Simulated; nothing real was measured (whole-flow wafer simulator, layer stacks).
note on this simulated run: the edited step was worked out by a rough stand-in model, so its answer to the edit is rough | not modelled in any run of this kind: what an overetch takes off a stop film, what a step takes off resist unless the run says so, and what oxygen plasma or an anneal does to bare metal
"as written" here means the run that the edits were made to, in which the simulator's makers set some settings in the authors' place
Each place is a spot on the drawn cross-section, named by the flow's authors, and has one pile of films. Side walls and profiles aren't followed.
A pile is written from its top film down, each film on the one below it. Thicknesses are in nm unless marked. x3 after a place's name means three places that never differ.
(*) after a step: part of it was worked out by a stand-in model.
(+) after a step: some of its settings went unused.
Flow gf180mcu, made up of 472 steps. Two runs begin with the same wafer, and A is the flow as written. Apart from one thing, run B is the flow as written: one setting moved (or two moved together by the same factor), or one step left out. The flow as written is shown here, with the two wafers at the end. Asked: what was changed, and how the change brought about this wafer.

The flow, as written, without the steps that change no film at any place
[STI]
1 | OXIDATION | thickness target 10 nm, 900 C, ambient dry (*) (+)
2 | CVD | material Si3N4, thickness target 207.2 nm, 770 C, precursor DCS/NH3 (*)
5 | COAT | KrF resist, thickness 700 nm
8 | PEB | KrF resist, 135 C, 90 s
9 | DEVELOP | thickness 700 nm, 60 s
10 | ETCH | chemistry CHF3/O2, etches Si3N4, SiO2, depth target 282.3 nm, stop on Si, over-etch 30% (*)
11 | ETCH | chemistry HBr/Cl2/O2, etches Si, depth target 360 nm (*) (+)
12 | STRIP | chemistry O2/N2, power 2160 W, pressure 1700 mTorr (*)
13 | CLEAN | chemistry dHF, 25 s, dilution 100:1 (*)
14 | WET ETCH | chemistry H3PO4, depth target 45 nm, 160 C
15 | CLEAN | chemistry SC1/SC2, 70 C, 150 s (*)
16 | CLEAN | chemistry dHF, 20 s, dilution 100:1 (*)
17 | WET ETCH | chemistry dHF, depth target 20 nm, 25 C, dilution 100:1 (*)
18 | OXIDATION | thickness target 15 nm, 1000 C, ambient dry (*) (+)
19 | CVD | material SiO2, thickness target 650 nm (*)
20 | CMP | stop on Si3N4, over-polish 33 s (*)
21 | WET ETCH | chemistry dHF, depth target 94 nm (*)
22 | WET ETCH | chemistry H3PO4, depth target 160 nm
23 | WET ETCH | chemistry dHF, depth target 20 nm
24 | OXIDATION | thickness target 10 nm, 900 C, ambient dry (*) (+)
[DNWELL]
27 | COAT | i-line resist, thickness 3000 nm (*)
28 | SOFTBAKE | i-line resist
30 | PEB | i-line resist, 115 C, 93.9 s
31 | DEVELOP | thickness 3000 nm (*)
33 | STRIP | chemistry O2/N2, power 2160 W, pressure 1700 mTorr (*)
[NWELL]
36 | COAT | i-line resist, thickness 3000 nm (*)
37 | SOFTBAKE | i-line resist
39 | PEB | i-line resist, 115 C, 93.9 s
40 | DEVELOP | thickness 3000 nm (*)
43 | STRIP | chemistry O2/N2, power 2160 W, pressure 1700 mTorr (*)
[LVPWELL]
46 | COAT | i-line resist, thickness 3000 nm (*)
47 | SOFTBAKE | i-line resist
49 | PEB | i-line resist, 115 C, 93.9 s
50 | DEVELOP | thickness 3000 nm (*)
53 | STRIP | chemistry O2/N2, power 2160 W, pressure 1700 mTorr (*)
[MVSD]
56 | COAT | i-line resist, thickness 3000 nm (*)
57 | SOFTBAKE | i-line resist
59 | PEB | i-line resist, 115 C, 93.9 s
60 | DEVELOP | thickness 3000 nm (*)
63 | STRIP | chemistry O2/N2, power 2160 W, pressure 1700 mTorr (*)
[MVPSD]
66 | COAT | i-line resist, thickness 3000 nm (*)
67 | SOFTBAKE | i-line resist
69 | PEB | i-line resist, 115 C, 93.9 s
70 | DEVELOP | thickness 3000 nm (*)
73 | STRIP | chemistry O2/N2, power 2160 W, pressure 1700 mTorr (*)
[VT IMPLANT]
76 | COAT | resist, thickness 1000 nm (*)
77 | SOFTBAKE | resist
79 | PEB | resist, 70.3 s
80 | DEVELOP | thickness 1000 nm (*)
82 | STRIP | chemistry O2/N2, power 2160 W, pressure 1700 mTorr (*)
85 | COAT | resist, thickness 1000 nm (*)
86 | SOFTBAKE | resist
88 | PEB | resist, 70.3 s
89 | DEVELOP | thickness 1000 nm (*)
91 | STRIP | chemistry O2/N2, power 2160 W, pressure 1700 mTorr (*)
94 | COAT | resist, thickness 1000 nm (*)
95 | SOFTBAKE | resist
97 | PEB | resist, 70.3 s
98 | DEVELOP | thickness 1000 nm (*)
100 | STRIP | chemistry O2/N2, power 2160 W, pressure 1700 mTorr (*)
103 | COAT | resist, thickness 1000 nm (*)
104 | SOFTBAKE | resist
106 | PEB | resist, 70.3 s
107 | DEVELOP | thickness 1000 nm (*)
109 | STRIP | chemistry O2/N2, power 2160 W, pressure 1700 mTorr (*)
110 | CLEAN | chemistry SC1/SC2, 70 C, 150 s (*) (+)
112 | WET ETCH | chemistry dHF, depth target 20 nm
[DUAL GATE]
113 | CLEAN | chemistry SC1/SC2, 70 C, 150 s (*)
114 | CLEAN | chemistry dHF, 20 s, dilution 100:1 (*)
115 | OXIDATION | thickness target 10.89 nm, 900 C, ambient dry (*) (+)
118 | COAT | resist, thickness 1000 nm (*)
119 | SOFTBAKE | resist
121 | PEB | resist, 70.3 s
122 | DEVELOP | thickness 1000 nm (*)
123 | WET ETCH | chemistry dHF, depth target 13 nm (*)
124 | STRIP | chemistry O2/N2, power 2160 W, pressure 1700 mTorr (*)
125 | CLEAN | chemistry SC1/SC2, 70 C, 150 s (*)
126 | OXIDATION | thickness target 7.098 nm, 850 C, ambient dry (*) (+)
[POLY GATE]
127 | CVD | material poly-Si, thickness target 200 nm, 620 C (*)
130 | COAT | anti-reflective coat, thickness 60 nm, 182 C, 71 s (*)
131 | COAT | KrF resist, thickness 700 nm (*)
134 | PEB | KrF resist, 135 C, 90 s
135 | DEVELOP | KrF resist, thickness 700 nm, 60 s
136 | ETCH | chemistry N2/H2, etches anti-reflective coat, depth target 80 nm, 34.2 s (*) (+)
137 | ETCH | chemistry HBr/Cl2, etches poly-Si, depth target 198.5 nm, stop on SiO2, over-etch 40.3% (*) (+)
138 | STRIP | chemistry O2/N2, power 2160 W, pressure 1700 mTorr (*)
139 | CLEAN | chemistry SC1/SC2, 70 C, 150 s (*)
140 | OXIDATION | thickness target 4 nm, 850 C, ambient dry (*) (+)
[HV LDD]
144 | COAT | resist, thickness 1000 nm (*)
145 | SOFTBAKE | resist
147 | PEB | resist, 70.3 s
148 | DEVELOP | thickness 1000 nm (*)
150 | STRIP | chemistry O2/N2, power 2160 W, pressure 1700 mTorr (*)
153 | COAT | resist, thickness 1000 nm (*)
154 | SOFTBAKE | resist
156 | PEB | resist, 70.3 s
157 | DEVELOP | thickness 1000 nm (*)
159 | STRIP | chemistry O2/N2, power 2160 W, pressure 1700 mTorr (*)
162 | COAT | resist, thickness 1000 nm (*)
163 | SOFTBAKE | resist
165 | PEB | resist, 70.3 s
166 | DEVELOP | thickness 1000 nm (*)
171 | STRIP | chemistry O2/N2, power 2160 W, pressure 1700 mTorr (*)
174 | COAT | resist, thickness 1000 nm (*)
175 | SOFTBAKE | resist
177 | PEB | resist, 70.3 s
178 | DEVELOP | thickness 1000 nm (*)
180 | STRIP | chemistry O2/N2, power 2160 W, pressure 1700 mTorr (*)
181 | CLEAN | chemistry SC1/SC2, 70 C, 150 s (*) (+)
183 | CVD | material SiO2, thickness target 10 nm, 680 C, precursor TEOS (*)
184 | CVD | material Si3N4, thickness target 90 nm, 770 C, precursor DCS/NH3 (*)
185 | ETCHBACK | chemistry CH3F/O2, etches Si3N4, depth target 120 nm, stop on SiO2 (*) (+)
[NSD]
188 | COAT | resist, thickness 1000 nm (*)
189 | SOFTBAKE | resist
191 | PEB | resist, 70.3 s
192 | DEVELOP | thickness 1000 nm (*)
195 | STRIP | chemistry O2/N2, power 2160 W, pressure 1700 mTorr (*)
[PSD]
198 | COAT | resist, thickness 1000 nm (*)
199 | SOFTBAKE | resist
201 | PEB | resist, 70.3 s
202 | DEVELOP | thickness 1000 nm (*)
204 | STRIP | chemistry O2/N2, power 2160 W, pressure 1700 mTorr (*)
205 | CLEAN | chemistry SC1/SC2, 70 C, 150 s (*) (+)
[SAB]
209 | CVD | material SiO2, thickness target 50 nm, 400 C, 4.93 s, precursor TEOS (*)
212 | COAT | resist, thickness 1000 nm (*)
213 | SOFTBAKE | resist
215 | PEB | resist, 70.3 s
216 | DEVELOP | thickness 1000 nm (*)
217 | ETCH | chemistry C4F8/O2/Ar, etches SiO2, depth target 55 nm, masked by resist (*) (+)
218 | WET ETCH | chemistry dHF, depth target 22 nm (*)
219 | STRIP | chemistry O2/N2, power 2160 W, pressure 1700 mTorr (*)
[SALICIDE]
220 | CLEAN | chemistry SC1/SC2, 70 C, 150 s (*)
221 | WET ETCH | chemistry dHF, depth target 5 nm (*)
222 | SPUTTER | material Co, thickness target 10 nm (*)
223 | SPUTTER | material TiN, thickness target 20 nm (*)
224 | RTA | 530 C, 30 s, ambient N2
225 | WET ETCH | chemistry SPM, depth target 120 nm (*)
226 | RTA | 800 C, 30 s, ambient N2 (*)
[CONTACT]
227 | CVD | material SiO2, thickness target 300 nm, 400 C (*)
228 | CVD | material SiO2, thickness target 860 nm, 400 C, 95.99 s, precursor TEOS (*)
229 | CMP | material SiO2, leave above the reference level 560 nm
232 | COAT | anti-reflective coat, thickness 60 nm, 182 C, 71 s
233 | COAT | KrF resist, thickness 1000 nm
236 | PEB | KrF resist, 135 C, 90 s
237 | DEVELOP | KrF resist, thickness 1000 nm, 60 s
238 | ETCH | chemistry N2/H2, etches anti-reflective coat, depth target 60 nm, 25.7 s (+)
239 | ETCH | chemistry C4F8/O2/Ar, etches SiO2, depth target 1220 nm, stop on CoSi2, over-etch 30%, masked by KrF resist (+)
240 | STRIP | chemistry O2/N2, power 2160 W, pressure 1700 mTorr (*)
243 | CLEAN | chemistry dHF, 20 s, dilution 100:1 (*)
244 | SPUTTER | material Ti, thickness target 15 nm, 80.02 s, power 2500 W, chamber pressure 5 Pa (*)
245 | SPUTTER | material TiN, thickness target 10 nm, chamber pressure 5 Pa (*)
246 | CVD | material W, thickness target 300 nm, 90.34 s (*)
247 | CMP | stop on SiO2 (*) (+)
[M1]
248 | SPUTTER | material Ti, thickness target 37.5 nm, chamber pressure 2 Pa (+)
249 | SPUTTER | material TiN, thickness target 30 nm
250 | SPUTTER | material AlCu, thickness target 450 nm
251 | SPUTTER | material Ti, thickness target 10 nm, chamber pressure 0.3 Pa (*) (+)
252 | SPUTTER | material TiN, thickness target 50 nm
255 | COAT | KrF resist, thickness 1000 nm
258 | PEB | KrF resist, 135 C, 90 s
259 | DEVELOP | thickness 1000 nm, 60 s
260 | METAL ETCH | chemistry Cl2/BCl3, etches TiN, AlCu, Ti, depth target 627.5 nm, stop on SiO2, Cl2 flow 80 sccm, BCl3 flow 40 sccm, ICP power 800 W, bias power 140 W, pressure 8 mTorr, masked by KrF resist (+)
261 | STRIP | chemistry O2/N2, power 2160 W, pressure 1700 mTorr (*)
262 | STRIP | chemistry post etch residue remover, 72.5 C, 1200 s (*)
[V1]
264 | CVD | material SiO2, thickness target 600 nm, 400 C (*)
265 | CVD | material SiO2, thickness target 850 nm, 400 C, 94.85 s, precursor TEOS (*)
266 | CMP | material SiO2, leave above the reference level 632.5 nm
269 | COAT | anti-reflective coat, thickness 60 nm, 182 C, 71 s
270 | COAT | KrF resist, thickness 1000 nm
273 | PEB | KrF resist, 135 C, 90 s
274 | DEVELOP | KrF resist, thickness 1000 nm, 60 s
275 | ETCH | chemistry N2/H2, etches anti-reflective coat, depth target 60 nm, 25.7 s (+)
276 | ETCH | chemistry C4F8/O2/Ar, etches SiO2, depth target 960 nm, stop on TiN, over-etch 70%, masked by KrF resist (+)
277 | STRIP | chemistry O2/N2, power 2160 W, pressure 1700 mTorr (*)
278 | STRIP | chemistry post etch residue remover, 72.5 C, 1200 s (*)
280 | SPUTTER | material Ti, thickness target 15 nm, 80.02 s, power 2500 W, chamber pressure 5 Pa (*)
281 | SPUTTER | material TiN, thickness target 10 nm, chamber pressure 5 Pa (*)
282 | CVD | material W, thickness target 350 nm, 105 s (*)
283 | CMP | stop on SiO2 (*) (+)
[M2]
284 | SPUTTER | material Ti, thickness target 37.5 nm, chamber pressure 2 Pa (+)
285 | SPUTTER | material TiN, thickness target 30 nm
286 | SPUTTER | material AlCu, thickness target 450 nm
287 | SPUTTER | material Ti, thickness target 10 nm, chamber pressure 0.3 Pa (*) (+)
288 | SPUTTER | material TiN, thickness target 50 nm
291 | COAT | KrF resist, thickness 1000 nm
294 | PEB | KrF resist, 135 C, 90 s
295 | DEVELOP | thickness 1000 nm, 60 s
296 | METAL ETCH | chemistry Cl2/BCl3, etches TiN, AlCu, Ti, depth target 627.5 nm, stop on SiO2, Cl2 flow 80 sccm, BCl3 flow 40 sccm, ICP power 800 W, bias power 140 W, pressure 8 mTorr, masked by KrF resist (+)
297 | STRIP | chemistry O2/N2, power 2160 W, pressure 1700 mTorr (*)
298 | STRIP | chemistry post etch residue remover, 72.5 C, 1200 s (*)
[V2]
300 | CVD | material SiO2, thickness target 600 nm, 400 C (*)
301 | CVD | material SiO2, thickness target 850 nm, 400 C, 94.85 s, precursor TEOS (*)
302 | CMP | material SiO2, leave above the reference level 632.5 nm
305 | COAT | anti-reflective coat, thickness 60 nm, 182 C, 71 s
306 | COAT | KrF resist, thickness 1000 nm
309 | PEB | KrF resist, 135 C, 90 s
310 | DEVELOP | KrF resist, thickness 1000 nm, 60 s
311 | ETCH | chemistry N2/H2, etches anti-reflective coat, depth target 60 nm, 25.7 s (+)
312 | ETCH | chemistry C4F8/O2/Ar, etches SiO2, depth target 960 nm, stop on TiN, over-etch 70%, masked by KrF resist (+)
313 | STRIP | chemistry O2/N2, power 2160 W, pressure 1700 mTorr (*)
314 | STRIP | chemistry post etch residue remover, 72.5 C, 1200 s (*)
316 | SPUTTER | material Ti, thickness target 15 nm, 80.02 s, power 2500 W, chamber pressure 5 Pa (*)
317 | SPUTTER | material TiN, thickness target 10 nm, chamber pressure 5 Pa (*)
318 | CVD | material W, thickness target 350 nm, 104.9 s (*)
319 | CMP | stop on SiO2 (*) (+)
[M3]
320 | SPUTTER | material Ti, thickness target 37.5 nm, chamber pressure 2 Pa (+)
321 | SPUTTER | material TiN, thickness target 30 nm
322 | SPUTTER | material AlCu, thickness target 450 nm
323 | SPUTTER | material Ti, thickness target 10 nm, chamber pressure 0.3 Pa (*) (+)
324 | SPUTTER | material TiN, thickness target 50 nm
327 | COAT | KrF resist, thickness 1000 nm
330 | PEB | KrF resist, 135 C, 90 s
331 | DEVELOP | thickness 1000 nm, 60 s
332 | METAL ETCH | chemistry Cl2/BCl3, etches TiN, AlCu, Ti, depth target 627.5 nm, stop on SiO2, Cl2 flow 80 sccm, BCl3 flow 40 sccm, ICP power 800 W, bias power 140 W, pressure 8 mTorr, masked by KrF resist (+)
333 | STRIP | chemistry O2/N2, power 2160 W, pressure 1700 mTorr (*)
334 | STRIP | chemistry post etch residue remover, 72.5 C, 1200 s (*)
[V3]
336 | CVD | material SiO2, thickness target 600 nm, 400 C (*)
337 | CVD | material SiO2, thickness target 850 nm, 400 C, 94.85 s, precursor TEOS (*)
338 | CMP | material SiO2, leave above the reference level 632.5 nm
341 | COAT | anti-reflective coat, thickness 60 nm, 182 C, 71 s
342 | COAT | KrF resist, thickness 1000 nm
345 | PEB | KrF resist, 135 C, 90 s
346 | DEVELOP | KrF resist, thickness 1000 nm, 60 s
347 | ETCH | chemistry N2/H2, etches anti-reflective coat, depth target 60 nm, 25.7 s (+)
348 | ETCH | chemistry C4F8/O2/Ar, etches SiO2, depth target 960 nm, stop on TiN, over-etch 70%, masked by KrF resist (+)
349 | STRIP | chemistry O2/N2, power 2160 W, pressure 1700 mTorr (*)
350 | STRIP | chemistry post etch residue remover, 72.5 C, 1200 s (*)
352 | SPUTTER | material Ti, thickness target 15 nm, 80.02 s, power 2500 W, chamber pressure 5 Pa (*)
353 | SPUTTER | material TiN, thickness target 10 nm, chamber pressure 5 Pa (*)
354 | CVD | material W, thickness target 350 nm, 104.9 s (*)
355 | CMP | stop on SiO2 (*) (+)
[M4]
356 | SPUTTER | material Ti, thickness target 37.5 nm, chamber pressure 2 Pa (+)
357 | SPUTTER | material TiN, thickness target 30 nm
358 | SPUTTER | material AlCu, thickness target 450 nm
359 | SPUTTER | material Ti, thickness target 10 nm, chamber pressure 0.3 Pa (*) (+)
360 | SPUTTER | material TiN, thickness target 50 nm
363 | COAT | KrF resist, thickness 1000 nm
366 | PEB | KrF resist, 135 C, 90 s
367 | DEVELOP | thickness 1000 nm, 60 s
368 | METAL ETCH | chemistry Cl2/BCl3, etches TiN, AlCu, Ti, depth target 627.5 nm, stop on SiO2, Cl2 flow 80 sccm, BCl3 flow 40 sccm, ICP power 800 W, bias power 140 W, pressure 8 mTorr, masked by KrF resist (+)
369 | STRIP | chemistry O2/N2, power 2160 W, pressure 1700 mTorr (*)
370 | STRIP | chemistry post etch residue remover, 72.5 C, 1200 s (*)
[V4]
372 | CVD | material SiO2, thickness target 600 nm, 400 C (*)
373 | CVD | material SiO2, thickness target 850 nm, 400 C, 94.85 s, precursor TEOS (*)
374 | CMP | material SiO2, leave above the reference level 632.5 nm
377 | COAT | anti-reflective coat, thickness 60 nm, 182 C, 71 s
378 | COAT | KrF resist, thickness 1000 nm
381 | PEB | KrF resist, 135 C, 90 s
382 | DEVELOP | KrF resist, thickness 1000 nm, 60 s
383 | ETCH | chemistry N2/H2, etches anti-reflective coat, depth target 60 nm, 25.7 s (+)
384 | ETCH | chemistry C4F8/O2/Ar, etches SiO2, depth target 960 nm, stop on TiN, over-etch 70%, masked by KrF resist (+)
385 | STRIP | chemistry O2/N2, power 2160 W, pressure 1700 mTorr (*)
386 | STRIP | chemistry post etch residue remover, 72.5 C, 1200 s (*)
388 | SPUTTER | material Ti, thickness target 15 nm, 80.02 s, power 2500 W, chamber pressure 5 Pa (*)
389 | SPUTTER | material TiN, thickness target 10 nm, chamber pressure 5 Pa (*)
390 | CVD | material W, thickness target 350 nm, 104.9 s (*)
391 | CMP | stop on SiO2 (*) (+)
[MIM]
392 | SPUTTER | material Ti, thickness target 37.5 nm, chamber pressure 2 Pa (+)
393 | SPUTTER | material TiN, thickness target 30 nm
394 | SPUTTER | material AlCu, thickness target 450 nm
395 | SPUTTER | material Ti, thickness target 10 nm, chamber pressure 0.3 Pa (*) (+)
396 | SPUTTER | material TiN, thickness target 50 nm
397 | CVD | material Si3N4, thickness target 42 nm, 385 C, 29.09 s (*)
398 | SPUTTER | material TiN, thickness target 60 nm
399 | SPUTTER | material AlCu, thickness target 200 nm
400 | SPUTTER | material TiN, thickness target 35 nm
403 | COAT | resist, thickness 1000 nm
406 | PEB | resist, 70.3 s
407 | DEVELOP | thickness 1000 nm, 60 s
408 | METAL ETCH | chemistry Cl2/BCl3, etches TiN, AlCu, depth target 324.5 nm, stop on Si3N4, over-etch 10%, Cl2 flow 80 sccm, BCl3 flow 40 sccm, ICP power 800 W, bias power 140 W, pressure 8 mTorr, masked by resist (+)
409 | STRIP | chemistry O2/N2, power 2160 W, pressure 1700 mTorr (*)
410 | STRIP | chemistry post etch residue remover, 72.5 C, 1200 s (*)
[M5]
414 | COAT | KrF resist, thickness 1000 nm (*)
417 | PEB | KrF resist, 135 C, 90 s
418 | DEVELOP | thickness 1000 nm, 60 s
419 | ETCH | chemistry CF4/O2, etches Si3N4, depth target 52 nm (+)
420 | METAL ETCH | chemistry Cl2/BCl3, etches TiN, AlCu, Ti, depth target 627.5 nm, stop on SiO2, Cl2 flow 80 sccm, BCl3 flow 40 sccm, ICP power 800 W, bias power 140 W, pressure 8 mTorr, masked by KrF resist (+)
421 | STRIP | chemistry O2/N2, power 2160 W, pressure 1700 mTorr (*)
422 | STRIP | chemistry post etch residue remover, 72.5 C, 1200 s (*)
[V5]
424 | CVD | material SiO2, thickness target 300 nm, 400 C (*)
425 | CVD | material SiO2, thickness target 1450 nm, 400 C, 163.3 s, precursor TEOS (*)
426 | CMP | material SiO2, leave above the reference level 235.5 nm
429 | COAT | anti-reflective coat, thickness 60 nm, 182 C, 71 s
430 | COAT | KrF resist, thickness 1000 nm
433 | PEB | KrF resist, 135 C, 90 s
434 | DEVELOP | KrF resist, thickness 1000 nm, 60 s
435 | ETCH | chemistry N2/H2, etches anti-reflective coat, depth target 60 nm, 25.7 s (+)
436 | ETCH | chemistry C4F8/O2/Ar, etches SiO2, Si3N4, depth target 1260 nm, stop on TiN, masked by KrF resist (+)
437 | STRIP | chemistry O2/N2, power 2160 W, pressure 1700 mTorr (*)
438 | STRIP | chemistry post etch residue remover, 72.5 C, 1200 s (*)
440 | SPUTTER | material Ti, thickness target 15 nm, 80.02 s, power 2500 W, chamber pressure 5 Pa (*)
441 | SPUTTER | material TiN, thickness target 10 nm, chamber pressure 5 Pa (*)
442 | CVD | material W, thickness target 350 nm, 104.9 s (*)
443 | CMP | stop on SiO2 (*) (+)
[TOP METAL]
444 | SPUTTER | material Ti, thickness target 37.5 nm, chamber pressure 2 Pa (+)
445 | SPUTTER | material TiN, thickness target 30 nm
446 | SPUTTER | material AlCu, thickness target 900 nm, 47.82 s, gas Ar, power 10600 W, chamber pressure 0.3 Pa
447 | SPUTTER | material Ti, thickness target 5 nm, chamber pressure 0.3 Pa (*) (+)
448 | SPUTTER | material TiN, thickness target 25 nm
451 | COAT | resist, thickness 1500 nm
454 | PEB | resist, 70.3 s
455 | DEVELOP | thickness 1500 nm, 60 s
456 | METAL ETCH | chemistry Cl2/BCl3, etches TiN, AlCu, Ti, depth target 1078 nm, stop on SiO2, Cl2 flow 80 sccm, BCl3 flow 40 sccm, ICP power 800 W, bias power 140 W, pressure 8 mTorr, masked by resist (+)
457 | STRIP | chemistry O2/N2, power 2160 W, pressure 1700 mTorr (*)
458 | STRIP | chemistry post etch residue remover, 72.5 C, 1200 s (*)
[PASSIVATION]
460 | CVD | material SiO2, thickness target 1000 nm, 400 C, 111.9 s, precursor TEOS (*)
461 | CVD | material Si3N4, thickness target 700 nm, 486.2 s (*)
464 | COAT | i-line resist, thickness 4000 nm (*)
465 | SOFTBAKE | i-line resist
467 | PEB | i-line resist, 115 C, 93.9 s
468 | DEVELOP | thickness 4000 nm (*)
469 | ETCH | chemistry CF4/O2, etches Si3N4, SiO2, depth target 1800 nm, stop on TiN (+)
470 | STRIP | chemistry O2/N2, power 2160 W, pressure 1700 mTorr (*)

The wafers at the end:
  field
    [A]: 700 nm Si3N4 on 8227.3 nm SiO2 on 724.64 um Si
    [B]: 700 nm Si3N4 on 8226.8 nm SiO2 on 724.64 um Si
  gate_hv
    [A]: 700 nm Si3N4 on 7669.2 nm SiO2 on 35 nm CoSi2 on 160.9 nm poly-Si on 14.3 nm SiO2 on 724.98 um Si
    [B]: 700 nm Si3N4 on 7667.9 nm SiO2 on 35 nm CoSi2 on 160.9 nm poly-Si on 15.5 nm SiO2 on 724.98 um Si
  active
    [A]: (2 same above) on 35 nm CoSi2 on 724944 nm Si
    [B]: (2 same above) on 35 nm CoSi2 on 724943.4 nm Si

What caused this: step 115, OXIDATION: thickness target 12.25 nm was run, while the flow as written has thickness target 10.89 nm.

The path from the change to this, step by step:
  115 | OXIDATION | thickness target 10.89 nm, 900 C, ambient dry (*) (+)
      active, n_well, p_well and 40 more: A SiO2 gains 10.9 (new film), Si loses 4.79 | B SiO2 gains 12.2 (new film), Si loses 5.39
  123 | WET ETCH | chemistry dHF, depth target 13 nm (*)
      active, n_well, p_well and 12 more: A SiO2 loses 10.9 (all of it) | B SiO2 loses 12.2 (all of it)
  189 | SOFTBAKE | resist
      field__w9: A resist gains 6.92 | B resist loses 3.07
  199 | SOFTBAKE | resist
      field__w9: A resist gains 6.92 | B resist loses 3.07
  218 | WET ETCH | chemistry dHF, depth target 22 nm (*)
      ldn_tap, ldn_src, ldn_drn, ldp_tap, ldp_src, ldp_drn, ldp_gr: A SiO2 loses 16 (all of it) | B SiO2 loses 17.2 (all of it)
      ld_drn_n, ld_sd_p: A SiO2 loses 14.8 (all of it) | B SiO2 loses 16 (all of it)
      (also at 5 further places)
